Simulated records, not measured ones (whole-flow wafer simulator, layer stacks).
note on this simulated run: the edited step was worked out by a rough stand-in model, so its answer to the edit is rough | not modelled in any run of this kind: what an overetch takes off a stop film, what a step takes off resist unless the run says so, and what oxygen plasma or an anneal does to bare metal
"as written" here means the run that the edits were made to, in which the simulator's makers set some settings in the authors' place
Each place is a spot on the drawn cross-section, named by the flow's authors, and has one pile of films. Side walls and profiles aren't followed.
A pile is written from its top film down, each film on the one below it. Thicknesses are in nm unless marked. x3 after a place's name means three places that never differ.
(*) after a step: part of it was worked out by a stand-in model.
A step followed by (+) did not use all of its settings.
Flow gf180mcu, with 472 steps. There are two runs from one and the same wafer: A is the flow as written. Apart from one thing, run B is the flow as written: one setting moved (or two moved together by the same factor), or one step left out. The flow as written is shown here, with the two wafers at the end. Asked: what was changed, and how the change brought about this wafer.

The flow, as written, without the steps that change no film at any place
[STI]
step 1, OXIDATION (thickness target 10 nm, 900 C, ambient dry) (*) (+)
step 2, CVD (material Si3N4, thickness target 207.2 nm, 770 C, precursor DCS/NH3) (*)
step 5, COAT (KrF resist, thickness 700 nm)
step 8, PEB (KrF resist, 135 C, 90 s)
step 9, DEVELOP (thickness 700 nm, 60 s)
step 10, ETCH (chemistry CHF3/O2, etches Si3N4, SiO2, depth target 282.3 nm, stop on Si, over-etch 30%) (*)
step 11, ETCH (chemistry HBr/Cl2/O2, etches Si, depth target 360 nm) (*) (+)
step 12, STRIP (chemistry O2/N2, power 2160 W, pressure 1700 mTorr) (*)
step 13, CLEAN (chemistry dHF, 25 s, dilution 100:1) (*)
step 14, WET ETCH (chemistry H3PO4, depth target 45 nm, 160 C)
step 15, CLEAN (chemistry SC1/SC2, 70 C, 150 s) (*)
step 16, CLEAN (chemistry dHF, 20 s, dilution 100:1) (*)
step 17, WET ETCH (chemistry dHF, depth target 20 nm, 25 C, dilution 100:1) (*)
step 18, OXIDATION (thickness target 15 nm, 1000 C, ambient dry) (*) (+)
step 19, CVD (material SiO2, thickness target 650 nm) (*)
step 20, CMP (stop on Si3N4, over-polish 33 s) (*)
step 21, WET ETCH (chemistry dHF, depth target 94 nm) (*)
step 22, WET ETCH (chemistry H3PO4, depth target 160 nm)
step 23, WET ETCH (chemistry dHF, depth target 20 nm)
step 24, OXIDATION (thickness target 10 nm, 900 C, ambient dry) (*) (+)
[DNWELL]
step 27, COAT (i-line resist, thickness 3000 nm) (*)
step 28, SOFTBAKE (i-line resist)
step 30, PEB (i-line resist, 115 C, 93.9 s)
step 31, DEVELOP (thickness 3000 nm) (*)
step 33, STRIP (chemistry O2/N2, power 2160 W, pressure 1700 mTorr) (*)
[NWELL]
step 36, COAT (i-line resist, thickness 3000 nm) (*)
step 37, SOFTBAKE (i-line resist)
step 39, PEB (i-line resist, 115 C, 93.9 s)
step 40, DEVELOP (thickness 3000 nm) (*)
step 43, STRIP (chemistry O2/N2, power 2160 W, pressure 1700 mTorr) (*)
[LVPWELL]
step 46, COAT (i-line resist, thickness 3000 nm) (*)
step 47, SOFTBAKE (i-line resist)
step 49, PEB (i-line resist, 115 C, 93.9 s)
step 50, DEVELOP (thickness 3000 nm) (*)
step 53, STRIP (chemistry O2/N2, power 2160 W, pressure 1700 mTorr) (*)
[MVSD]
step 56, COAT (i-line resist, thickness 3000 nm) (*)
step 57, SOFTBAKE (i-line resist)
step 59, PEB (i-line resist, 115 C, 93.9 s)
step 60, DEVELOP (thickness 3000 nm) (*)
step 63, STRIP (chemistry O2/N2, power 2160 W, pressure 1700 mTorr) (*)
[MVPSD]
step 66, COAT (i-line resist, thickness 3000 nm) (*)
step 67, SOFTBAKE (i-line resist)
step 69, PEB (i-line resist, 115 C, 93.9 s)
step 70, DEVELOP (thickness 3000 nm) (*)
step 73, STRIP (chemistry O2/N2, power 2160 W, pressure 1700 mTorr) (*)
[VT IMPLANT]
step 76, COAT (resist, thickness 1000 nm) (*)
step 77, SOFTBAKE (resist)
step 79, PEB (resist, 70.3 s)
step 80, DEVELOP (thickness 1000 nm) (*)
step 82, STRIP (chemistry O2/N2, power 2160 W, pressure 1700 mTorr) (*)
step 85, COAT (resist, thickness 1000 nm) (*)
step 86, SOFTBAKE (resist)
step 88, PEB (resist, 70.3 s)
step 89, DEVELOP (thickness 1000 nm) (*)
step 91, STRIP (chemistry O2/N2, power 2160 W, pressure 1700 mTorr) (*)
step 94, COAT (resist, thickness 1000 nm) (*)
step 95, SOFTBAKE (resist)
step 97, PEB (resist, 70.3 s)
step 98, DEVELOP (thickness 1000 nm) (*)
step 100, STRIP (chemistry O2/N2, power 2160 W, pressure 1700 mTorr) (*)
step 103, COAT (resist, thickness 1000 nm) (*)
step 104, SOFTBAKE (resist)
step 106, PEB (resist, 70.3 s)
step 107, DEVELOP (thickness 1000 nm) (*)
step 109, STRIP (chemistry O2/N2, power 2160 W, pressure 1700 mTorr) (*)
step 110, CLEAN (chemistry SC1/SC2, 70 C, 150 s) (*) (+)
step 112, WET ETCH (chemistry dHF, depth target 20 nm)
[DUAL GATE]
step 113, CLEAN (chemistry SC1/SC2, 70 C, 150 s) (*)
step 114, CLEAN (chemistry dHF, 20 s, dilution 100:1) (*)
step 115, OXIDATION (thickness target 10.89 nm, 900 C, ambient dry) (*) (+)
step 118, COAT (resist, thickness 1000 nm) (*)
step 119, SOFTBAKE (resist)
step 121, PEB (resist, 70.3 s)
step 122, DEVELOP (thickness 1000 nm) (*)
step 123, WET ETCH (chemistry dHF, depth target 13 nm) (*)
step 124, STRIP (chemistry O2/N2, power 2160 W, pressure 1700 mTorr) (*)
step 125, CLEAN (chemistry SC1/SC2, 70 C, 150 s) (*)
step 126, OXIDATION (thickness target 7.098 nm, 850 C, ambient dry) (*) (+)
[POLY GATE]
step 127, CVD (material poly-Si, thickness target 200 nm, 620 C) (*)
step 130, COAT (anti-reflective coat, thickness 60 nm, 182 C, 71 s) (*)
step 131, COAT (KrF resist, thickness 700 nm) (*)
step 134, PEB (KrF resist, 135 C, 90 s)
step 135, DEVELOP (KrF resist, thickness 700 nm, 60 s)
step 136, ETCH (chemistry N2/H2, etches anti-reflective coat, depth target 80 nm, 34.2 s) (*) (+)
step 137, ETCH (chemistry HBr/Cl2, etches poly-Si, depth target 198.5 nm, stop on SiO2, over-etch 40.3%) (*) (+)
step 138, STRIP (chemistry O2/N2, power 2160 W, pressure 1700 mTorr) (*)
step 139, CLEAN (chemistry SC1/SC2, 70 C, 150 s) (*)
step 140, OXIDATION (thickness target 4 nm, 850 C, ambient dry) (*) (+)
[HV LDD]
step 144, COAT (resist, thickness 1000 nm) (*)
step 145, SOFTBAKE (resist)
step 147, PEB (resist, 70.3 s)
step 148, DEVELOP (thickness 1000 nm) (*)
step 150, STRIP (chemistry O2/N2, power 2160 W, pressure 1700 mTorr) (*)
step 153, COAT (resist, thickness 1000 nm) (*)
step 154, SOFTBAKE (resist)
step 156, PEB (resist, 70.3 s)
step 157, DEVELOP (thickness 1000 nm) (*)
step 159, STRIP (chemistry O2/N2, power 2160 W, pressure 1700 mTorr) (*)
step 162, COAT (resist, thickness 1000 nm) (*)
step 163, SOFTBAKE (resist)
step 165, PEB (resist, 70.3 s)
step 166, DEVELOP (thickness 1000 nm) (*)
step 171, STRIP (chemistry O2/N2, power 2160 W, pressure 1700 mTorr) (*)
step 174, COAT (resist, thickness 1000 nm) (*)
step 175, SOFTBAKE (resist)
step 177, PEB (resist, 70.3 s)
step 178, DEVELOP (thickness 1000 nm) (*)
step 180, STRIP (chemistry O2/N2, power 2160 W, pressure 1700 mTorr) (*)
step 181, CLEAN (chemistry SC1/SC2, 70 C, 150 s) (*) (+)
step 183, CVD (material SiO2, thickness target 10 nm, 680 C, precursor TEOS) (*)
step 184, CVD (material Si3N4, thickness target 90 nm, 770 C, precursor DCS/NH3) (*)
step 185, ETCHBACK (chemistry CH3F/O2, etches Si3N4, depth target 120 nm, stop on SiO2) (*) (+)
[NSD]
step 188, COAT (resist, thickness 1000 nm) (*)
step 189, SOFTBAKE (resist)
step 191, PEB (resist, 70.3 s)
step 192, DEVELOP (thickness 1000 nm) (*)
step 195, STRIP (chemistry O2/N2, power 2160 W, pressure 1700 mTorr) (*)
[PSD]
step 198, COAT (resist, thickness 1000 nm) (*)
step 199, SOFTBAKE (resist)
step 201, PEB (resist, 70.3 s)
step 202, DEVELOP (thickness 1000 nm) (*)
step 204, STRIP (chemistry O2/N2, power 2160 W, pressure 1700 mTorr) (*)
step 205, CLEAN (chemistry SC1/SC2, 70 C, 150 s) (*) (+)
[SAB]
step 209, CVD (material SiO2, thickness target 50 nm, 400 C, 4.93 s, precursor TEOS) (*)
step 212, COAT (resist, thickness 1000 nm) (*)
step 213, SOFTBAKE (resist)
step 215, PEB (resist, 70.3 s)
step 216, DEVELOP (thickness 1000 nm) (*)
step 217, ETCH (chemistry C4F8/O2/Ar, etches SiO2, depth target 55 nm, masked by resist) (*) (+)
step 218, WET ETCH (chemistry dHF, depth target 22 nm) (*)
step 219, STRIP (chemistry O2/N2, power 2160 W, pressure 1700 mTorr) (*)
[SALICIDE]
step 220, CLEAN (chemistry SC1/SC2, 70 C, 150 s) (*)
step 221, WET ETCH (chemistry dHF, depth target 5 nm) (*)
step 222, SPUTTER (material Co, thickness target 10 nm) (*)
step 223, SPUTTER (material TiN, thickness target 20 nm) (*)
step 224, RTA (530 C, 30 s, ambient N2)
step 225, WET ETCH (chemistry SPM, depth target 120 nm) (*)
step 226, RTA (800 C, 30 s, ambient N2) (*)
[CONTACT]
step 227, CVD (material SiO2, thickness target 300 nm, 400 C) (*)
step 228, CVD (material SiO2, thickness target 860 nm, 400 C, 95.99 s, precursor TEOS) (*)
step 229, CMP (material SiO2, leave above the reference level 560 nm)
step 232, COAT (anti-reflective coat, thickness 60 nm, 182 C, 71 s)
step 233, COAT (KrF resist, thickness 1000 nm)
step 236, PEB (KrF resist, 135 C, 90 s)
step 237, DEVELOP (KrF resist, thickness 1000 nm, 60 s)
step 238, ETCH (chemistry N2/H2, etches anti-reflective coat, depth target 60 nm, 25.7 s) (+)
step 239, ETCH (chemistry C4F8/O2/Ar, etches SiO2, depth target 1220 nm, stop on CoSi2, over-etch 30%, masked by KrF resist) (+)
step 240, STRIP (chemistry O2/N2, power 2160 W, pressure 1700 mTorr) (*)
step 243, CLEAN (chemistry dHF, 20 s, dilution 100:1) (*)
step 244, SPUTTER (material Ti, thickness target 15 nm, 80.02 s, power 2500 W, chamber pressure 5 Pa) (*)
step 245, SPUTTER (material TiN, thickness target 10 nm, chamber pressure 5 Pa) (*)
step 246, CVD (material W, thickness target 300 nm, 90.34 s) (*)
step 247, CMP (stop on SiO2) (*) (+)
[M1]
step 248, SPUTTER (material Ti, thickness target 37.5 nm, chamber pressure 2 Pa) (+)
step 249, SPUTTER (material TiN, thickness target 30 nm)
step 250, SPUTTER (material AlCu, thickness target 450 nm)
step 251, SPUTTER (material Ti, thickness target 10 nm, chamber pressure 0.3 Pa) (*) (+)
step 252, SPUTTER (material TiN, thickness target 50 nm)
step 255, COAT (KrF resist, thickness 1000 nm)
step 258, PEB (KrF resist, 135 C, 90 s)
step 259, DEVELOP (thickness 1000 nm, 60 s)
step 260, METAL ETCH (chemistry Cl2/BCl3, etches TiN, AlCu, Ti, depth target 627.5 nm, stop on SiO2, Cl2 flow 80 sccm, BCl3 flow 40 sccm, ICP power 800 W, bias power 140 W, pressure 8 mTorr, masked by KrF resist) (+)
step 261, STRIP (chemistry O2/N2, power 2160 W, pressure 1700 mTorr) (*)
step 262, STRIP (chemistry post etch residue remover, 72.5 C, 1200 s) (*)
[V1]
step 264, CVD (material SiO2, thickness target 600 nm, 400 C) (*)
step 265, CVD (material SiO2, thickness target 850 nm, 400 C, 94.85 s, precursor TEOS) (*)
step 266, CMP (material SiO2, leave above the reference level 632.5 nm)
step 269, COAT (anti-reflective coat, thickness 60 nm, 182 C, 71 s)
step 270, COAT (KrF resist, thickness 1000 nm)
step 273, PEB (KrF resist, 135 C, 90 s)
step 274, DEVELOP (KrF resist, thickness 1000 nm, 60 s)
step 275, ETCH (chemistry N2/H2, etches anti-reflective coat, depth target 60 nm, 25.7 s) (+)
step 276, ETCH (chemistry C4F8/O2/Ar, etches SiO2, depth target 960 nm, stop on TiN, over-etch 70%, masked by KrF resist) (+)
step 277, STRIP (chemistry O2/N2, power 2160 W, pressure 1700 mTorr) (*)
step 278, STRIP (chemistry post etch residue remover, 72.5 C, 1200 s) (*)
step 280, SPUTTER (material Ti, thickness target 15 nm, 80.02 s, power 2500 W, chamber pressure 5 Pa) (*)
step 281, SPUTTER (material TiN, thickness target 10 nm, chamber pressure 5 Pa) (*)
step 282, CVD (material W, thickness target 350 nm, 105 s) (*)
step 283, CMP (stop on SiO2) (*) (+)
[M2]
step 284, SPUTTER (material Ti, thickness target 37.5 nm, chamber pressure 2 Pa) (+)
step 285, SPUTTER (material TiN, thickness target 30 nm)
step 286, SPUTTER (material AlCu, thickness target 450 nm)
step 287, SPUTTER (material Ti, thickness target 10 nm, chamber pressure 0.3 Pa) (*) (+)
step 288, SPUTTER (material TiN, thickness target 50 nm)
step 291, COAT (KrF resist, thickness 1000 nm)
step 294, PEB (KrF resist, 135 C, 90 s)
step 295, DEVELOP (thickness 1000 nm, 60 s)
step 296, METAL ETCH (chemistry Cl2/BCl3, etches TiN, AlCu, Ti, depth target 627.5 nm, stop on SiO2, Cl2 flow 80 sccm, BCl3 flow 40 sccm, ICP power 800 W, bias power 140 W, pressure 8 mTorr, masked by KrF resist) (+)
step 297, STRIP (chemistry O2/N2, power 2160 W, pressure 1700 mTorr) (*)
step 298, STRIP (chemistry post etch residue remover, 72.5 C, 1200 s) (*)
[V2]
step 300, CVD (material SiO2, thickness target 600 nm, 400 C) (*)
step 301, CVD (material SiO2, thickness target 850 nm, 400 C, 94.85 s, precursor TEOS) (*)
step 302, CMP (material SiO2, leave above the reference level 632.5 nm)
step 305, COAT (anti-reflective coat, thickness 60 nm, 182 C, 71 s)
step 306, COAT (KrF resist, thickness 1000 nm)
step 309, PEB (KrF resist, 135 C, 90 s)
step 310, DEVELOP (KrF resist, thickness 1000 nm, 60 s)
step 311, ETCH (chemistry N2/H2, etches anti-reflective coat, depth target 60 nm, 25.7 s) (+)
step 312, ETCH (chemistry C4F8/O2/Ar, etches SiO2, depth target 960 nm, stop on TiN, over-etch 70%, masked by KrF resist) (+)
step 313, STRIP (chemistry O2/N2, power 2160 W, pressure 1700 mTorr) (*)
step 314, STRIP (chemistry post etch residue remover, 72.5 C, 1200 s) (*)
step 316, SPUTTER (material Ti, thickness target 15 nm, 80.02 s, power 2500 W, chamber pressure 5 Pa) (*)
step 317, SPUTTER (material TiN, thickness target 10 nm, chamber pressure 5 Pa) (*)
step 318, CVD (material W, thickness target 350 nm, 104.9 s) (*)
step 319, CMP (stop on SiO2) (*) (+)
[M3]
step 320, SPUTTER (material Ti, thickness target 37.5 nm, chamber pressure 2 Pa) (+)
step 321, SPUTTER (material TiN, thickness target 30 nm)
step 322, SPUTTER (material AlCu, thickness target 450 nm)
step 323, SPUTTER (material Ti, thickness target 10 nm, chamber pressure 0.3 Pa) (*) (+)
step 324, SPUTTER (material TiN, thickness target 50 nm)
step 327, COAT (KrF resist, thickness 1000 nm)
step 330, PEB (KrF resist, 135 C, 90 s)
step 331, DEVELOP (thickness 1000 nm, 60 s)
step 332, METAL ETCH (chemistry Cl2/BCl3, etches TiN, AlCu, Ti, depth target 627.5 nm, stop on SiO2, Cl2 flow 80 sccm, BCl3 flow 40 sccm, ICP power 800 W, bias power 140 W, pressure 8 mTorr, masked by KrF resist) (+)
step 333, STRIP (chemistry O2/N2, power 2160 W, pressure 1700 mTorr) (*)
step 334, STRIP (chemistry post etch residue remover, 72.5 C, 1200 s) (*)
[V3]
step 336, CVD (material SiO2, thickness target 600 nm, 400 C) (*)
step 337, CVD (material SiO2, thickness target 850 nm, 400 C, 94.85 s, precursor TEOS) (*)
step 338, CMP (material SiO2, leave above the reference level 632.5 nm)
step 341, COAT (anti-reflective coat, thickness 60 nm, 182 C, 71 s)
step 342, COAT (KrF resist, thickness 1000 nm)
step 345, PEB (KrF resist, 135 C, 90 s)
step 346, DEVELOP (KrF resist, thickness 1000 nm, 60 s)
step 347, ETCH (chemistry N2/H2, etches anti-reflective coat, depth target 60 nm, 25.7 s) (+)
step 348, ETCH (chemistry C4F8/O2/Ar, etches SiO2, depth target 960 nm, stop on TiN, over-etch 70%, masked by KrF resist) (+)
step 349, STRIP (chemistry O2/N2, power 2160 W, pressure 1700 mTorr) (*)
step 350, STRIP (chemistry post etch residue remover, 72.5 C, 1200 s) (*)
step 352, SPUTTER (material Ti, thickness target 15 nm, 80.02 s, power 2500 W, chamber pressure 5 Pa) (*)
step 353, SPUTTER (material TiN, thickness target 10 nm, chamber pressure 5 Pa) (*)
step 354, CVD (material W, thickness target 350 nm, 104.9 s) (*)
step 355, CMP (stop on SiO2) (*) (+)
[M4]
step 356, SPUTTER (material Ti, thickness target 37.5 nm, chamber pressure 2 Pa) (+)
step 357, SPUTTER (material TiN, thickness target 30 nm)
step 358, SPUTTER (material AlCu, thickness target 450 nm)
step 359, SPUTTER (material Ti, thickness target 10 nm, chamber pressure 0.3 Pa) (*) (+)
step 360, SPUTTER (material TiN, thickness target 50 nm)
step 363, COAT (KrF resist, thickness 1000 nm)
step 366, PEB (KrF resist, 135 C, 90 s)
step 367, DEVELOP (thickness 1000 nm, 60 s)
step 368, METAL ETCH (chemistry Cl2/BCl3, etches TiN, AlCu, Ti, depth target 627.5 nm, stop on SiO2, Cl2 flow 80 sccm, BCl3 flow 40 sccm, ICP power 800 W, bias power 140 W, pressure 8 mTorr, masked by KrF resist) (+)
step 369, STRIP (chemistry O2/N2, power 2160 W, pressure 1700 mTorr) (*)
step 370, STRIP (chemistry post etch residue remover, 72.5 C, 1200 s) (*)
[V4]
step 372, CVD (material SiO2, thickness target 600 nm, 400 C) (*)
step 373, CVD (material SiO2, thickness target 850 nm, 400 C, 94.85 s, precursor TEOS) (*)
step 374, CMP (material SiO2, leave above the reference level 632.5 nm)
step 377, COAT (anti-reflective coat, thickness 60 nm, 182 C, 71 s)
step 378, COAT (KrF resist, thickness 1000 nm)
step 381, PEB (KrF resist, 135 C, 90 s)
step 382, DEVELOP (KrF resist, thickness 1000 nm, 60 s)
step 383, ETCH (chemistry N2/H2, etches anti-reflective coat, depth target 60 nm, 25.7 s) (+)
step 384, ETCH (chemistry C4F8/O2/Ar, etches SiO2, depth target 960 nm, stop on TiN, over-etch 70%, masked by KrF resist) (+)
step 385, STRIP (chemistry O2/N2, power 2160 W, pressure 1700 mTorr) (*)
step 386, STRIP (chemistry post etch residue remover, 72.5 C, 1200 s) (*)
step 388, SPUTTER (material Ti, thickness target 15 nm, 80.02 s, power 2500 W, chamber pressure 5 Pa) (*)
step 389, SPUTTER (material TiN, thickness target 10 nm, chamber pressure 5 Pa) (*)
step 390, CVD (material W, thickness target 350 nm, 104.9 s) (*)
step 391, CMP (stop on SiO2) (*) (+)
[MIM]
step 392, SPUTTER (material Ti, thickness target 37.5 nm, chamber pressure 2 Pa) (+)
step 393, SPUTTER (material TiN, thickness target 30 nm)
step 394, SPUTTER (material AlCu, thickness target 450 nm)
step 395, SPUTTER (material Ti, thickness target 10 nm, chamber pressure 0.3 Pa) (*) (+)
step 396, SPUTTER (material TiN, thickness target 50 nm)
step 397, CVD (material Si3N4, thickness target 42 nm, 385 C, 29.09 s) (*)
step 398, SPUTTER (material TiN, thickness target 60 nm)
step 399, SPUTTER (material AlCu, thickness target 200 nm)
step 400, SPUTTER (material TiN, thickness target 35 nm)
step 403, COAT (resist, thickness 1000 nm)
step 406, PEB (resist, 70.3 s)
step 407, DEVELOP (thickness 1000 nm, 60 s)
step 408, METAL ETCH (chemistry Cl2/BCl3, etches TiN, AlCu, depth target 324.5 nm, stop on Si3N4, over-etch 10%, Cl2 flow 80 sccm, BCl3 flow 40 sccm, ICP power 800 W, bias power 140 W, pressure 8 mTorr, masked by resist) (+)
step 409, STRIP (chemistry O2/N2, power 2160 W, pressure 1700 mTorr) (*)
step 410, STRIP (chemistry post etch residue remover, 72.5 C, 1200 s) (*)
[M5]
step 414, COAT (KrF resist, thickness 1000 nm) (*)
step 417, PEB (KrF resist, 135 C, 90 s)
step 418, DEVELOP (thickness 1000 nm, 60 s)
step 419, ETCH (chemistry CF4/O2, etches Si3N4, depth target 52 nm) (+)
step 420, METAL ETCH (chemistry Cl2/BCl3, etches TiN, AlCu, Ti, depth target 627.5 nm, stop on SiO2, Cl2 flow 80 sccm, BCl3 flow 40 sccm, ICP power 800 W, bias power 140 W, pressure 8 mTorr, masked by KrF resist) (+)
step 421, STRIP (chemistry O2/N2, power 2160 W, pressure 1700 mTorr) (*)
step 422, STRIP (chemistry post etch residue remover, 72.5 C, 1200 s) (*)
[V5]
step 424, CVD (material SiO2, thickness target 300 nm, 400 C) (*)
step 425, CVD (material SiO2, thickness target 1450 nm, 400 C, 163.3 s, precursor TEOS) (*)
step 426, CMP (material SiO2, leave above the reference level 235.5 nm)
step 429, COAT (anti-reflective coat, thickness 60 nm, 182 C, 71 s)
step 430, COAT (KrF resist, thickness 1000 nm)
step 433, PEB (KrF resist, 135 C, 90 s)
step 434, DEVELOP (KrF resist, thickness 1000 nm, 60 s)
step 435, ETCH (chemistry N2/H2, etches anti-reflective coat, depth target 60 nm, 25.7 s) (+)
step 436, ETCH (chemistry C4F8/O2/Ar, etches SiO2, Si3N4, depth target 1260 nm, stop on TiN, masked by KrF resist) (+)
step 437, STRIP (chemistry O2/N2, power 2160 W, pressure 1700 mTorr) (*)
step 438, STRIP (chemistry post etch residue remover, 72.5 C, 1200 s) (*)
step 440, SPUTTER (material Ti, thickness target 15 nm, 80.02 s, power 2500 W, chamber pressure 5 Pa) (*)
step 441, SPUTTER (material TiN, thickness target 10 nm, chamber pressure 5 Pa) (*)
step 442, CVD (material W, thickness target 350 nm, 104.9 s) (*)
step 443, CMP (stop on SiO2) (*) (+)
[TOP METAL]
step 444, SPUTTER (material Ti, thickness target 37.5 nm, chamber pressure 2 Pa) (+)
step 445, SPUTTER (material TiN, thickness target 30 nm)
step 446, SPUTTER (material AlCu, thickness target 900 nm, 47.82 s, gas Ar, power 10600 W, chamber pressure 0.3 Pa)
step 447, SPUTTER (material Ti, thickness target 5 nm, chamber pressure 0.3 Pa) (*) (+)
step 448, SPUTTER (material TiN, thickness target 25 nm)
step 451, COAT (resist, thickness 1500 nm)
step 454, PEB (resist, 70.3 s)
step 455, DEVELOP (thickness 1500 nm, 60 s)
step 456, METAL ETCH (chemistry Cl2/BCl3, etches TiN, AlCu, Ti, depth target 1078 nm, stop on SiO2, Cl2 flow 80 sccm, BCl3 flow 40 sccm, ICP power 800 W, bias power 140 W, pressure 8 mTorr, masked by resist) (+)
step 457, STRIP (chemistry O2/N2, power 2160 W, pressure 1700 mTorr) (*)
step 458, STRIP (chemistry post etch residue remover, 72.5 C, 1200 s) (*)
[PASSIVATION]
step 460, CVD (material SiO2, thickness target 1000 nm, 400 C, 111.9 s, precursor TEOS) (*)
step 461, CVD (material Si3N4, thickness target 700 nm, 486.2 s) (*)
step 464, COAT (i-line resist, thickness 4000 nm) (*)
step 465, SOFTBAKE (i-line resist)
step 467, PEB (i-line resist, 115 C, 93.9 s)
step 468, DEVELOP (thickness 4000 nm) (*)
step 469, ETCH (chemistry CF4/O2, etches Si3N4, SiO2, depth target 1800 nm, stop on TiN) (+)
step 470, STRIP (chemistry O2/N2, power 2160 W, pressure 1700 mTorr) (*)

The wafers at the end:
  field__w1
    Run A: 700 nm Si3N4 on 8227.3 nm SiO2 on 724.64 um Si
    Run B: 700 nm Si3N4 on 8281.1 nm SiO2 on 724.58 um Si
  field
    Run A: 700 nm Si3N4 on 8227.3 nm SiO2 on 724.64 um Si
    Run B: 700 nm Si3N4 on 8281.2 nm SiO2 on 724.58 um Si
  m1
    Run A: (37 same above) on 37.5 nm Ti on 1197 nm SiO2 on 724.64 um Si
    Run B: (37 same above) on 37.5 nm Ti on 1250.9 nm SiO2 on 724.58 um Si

Cause: step 11, ETCH: depth target 414 nm was run, though the flow has depth target 360 nm.

Step by step, how the change led to this:
  step 11, ETCH (chemistry HBr/Cl2/O2, etches Si, depth target 360 nm) (*) (+)
      active, n_well, p_well and 40 more: A -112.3 KrF resist | B -130.3 KrF resist
      field, field_sub, sti and 34 more: A -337 Si | B -391 Si
  step 12, STRIP (chemistry O2/N2, power 2160 W, pressure 1700 mTorr) (*)
      active, n_well, p_well and 40 more: A -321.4 KrF resist (all of it) | B -303.4 KrF resist (all of it)
  step 19, CVD (material SiO2, thickness target 650 nm) (*)
      m1, ld_fp_n, ld_drift_n and 8 more: A +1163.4 SiO2 | B +1217.4 SiO2
  step 20, CMP (stop on Si3N4, over-polish 33 s) (*)
      sti, mim_1p0, pad and 11 more: A -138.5 SiO2 | B -84.5 SiO2
      nw_enc_fld, nw_enc_fld_lv: A -142.5 SiO2 | B -88.5 SiO2
      (and at 10 other places as well)
